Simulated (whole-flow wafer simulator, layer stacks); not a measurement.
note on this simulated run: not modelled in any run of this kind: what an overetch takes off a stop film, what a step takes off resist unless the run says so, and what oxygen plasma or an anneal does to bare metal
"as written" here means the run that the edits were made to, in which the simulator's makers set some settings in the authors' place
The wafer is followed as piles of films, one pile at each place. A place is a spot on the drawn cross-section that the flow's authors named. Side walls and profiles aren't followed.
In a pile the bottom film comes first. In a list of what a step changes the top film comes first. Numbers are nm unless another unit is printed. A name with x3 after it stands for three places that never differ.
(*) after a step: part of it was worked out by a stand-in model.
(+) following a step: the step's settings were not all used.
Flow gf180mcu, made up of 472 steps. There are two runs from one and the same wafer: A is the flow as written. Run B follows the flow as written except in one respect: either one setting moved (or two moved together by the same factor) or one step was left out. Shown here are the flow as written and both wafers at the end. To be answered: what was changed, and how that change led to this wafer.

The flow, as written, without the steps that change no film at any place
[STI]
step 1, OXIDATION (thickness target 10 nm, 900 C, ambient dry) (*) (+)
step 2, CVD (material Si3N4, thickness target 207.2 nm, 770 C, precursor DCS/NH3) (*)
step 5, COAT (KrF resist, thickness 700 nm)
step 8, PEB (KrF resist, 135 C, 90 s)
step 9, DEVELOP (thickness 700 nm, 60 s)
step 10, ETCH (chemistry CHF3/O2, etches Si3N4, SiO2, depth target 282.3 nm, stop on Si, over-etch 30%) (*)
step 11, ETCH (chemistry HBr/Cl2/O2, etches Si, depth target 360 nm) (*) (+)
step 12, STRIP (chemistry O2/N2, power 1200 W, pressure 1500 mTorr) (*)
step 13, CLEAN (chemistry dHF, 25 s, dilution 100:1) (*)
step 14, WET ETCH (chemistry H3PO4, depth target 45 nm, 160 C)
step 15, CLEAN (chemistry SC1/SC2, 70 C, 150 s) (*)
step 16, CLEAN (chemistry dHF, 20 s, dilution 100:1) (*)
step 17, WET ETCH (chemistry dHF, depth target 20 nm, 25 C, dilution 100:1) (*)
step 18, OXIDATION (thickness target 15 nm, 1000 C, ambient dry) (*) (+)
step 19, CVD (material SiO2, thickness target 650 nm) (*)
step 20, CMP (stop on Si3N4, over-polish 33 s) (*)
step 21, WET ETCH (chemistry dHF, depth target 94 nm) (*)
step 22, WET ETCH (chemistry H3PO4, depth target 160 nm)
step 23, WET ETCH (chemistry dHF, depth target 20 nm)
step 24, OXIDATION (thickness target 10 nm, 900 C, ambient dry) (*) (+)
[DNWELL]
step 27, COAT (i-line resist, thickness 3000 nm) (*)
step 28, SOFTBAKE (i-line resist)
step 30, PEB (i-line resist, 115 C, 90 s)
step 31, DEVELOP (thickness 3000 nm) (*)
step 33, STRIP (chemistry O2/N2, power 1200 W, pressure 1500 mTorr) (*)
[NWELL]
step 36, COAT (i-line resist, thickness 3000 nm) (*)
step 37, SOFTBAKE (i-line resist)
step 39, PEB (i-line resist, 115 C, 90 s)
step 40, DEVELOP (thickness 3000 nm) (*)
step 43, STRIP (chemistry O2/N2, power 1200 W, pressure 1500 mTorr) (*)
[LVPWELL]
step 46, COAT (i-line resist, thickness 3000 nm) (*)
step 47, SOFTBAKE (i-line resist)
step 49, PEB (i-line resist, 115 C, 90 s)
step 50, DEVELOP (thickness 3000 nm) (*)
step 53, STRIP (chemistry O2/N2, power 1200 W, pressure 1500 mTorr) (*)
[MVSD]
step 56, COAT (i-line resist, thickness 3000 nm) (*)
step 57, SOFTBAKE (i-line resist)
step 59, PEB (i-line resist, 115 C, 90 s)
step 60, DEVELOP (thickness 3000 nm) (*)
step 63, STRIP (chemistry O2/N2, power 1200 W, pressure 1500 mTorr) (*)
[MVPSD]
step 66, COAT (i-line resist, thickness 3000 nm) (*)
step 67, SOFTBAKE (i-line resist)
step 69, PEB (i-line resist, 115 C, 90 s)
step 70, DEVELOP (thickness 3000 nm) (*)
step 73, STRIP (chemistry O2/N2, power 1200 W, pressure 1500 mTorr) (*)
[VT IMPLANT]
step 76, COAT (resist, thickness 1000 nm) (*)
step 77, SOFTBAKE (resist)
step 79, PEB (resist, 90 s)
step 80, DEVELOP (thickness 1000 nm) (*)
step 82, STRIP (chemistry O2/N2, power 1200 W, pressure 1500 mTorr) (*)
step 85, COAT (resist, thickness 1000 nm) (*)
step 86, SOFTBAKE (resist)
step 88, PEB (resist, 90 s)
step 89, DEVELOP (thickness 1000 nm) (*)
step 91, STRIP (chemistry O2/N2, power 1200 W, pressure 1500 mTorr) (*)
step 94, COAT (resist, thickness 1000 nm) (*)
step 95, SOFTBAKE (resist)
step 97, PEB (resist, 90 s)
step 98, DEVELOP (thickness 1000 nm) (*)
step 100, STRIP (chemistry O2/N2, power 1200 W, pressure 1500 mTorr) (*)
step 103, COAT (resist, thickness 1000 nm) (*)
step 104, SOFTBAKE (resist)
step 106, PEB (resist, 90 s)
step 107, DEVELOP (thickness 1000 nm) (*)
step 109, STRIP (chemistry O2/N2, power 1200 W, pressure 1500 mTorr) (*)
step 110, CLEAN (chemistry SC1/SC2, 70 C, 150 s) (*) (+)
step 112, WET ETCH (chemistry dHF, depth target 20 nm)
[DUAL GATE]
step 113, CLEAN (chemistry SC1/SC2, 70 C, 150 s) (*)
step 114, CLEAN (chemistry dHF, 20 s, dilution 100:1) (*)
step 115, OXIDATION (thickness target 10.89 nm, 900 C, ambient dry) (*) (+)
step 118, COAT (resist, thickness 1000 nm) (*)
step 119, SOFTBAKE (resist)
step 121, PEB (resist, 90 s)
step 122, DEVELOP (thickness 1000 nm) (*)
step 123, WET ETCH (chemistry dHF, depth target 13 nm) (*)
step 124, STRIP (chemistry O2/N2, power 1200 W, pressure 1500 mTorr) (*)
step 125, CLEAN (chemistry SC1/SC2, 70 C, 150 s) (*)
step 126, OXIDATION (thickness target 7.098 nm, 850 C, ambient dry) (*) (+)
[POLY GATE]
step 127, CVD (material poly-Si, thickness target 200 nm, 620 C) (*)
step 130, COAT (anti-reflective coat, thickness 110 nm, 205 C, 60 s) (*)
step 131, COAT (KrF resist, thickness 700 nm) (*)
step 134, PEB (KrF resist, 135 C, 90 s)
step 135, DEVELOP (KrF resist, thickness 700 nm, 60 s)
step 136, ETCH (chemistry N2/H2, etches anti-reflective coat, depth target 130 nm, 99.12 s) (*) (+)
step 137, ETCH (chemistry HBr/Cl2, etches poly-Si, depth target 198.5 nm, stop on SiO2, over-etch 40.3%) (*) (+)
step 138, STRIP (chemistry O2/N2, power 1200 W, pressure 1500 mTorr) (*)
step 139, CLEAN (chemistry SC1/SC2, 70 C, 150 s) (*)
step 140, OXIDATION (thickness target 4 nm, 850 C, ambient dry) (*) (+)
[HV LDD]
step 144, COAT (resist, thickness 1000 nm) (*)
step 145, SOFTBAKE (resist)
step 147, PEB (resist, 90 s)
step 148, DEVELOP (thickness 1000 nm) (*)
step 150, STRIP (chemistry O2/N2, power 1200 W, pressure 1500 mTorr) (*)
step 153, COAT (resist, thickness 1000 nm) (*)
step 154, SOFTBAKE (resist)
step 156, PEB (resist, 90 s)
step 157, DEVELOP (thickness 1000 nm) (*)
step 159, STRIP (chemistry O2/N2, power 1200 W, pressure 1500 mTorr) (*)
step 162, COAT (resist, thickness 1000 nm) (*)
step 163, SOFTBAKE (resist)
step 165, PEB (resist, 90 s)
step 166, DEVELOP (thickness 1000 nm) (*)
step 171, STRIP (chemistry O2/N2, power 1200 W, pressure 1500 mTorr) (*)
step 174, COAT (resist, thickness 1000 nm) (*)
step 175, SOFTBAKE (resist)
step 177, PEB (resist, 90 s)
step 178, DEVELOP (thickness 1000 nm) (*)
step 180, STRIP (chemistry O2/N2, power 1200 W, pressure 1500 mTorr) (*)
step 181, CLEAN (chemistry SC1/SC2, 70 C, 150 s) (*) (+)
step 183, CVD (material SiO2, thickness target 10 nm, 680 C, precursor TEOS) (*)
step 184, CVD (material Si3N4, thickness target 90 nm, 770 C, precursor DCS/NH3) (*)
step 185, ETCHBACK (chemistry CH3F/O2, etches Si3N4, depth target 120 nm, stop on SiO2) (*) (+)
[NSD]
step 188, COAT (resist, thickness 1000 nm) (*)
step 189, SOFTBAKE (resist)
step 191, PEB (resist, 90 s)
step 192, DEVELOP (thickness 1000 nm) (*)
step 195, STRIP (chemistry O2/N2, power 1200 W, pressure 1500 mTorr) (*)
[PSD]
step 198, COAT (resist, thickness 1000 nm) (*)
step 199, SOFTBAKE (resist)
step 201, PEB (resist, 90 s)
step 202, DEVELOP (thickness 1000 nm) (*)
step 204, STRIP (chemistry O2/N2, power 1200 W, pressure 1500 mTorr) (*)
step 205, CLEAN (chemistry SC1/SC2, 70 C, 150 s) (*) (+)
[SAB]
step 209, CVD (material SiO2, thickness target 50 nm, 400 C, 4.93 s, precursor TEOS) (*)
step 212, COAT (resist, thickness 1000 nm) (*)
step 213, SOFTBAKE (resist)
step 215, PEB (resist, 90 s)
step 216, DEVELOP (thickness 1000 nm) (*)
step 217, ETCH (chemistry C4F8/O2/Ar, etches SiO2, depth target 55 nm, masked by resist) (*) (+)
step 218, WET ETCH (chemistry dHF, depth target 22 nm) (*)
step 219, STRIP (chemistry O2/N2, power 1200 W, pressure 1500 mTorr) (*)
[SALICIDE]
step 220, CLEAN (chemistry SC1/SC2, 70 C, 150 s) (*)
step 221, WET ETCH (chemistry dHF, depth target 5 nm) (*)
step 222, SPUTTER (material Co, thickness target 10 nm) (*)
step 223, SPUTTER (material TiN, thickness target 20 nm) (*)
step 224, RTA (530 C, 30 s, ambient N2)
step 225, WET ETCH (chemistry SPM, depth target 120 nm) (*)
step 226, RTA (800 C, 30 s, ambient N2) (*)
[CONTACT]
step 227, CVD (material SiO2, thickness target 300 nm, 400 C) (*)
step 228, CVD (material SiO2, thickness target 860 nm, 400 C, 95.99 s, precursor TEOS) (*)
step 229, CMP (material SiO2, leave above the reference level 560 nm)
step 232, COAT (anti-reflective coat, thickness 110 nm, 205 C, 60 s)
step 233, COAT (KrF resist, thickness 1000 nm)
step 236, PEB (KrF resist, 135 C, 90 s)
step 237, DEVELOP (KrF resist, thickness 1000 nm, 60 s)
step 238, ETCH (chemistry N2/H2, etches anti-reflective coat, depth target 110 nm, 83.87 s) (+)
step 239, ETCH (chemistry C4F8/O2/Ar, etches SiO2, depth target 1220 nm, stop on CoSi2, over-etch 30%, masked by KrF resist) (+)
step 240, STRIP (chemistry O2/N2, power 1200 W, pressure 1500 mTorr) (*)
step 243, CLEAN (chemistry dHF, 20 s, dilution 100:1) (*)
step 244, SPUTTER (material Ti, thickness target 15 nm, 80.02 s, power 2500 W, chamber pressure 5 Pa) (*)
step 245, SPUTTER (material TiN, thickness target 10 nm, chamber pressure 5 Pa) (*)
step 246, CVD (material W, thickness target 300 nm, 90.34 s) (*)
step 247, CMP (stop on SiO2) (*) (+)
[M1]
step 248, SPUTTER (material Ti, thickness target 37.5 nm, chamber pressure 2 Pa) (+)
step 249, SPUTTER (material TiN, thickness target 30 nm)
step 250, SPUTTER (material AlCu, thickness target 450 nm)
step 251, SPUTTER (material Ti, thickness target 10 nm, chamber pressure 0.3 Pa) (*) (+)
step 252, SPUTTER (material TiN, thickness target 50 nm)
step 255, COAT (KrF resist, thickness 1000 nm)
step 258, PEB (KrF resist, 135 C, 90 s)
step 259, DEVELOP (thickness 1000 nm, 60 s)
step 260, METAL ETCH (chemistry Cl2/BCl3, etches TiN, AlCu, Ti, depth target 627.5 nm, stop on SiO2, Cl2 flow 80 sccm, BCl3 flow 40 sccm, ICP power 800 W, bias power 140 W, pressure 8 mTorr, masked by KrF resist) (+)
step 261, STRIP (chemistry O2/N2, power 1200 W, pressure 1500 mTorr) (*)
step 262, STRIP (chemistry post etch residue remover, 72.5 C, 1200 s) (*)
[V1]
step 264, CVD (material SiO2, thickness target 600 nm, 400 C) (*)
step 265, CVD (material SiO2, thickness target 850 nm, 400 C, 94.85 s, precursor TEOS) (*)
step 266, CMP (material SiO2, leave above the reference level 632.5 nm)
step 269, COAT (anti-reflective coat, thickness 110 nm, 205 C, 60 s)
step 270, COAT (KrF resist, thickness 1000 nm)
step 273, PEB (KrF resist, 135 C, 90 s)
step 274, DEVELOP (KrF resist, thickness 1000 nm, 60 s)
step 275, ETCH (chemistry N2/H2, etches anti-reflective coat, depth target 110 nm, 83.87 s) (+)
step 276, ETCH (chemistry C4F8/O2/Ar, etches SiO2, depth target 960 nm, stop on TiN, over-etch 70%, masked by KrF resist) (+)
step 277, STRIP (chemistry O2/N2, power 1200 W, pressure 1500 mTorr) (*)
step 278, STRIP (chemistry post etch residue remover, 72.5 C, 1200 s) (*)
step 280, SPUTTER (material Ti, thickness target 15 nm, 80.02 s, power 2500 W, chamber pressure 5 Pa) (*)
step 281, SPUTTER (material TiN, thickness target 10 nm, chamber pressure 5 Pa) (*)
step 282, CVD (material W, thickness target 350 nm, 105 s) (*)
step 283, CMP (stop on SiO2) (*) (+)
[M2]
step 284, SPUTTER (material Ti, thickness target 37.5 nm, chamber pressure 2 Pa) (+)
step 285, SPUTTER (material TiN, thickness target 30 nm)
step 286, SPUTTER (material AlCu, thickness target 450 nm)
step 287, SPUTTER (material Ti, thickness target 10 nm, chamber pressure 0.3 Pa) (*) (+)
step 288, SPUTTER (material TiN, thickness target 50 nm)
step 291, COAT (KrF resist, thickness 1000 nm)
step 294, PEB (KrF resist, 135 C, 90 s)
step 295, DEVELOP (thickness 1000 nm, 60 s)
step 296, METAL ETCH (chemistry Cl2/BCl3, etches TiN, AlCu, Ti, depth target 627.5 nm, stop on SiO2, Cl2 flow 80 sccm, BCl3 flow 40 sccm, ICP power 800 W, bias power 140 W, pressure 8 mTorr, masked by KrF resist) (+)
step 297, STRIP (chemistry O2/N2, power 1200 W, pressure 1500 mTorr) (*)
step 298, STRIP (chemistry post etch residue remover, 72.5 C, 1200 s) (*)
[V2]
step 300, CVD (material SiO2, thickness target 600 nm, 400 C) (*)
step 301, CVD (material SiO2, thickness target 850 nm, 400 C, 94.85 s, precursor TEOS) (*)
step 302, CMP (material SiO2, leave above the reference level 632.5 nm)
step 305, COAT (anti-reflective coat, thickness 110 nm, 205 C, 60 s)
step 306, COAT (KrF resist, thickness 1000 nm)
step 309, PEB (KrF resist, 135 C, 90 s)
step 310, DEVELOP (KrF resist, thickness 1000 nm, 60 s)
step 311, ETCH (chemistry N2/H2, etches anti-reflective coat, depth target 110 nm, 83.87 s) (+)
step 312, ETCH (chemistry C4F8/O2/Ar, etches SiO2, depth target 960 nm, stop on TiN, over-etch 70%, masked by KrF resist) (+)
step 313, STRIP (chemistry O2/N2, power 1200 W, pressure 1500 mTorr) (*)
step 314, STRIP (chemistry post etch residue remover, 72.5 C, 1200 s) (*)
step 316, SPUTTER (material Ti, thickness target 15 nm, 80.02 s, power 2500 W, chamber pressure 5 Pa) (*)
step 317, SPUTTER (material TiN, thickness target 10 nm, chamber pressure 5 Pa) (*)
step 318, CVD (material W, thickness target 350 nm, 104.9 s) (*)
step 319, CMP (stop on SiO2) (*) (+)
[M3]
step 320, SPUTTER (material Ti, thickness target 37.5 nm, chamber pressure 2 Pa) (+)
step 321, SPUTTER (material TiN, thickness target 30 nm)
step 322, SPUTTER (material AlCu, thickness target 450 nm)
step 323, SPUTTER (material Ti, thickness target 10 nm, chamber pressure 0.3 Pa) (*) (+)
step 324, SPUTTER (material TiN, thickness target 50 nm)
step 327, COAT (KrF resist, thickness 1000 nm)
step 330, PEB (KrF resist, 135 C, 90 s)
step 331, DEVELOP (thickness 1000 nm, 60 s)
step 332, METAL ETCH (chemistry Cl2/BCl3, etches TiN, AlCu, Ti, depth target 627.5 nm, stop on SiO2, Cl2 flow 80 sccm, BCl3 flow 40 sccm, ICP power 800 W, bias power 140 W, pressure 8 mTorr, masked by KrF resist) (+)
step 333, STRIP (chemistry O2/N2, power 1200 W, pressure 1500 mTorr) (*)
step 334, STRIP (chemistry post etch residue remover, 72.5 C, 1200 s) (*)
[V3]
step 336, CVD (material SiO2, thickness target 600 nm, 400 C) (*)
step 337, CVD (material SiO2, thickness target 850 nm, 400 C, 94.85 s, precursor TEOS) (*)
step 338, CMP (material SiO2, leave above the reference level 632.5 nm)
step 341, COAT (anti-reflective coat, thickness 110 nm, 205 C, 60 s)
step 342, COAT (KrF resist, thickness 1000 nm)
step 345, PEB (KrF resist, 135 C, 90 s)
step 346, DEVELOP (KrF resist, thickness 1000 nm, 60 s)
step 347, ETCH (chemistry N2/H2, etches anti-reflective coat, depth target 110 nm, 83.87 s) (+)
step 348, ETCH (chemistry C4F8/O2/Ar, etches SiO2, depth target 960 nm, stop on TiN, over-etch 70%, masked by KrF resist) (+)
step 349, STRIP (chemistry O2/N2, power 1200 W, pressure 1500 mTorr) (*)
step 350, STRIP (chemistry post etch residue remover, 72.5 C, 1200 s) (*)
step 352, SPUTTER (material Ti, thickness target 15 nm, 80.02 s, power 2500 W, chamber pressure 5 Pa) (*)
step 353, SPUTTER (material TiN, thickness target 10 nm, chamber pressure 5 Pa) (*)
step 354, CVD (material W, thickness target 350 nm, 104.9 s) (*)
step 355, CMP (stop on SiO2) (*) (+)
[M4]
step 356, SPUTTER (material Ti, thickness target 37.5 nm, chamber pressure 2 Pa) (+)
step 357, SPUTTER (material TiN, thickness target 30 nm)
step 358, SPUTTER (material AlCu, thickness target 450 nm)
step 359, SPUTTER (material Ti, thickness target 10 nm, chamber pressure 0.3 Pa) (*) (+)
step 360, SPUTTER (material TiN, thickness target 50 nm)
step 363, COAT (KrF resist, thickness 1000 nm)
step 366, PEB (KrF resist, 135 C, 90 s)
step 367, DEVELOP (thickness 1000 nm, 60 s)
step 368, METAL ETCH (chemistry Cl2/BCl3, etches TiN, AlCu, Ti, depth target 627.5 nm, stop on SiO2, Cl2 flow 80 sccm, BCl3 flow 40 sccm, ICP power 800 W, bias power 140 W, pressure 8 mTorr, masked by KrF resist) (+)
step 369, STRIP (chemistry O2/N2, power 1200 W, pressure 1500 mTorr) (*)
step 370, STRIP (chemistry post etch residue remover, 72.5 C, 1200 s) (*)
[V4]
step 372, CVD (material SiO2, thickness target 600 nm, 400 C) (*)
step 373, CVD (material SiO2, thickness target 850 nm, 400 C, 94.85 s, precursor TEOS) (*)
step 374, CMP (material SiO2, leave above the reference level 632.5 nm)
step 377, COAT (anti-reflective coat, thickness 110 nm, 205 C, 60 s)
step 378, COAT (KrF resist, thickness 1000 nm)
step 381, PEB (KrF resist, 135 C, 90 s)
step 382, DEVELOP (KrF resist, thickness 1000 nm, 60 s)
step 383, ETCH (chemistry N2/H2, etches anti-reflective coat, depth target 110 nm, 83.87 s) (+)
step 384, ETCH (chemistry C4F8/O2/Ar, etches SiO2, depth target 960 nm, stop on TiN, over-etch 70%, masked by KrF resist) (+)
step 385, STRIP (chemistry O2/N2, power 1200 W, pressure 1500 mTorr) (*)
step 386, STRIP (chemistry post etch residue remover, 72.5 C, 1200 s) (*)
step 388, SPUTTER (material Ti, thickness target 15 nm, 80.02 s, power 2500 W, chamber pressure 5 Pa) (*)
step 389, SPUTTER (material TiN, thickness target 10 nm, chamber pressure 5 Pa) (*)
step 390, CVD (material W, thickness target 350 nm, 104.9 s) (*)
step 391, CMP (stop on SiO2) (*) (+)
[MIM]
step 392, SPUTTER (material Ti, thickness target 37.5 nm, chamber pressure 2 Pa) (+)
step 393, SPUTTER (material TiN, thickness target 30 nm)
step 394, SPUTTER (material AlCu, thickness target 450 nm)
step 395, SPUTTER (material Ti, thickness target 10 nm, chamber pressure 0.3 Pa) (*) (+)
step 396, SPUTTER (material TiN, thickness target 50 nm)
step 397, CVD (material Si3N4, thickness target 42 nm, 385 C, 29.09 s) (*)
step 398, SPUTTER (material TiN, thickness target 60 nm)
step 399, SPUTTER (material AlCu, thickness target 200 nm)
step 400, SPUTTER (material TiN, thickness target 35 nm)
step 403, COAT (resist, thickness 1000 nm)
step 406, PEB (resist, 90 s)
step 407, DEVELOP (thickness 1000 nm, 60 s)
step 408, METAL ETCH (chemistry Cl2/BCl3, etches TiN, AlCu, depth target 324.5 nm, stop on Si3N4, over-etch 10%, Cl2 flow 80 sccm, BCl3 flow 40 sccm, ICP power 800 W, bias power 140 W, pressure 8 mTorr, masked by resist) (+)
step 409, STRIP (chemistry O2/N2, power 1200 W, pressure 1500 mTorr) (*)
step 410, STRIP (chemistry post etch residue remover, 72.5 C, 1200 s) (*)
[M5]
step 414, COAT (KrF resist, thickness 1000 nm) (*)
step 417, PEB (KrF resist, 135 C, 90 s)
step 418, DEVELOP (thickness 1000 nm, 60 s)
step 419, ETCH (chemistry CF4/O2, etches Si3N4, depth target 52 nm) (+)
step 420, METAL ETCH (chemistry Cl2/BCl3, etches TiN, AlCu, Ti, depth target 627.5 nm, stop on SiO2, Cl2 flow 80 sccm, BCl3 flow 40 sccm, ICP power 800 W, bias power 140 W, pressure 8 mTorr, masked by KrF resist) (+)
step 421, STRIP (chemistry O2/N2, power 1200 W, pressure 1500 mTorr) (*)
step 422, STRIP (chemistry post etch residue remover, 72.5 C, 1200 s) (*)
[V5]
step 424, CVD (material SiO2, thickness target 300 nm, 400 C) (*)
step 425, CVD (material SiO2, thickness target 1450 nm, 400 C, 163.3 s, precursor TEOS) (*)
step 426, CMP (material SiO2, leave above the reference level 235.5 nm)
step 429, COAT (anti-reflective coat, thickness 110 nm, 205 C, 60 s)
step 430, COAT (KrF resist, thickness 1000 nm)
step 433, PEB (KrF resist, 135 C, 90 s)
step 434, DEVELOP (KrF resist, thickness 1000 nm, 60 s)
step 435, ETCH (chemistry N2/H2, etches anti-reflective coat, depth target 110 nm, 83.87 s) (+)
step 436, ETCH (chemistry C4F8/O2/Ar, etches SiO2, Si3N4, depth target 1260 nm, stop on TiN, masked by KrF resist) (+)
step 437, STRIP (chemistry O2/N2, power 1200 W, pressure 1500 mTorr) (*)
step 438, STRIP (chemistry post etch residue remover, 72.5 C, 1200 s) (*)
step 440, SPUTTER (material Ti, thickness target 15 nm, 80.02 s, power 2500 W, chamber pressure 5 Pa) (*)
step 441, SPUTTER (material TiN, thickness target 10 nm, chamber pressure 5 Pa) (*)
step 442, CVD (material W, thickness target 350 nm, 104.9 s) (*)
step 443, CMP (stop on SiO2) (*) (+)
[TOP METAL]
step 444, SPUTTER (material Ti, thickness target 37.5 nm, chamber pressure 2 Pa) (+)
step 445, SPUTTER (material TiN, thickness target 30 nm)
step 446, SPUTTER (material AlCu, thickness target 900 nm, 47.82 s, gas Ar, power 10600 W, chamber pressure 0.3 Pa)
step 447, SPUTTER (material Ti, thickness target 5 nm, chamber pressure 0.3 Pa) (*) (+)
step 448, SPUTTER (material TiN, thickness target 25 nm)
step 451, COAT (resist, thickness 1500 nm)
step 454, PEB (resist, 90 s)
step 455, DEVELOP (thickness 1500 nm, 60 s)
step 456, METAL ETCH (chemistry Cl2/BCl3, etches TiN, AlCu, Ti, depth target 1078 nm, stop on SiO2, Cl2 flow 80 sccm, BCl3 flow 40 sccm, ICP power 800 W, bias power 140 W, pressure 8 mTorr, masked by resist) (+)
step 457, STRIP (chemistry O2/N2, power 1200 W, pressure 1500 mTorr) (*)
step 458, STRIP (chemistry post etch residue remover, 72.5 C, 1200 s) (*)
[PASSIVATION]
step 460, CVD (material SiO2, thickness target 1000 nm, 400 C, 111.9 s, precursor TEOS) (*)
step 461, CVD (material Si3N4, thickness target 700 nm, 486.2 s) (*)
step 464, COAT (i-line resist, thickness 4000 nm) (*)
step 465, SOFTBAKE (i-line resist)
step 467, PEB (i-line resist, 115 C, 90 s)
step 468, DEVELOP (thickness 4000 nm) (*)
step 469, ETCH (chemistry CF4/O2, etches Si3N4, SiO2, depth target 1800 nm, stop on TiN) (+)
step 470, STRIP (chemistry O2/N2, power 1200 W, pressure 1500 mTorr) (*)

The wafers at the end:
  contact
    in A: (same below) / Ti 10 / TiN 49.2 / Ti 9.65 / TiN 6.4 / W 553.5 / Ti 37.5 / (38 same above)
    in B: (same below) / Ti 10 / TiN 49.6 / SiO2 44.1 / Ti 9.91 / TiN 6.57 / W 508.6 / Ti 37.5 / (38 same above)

Cause: step 276, ETCH: depth target 528 nm was run, though the flow has depth target 960 nm.

How this came from the change, step by step:
  step 276, ETCH (chemistry C4F8/O2/Ar, etches SiO2, depth target 960 nm, stop on TiN, over-etch 70%, masked by KrF resist) (+)
      contact: A -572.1 SiO2 (all of it) | B -528 SiO2
      field, field__w1, field__w2 and 107 more: A -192 KrF resist | B -105.6 KrF resist
  step 277, STRIP (chemistry O2/N2, power 1200 W, pressure 1500 mTorr) (*)
      field, field__w1, field__w2 and 107 more: A -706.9 KrF resist (all of it), -110 anti-reflective coat (all of it) | B -793.3 KrF resist (all of it), -110 anti-reflective coat (all of it)
  step 282, CVD (material W, thickness target 350 nm, 105 s) (*)
      contact: A +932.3 W (new film) | B +887.4 W (new film)
With metal films that touch counted as one body, contact has 2 bodies (between them, from the top down: SiO2 44.1); the flow as written gives 1 body.
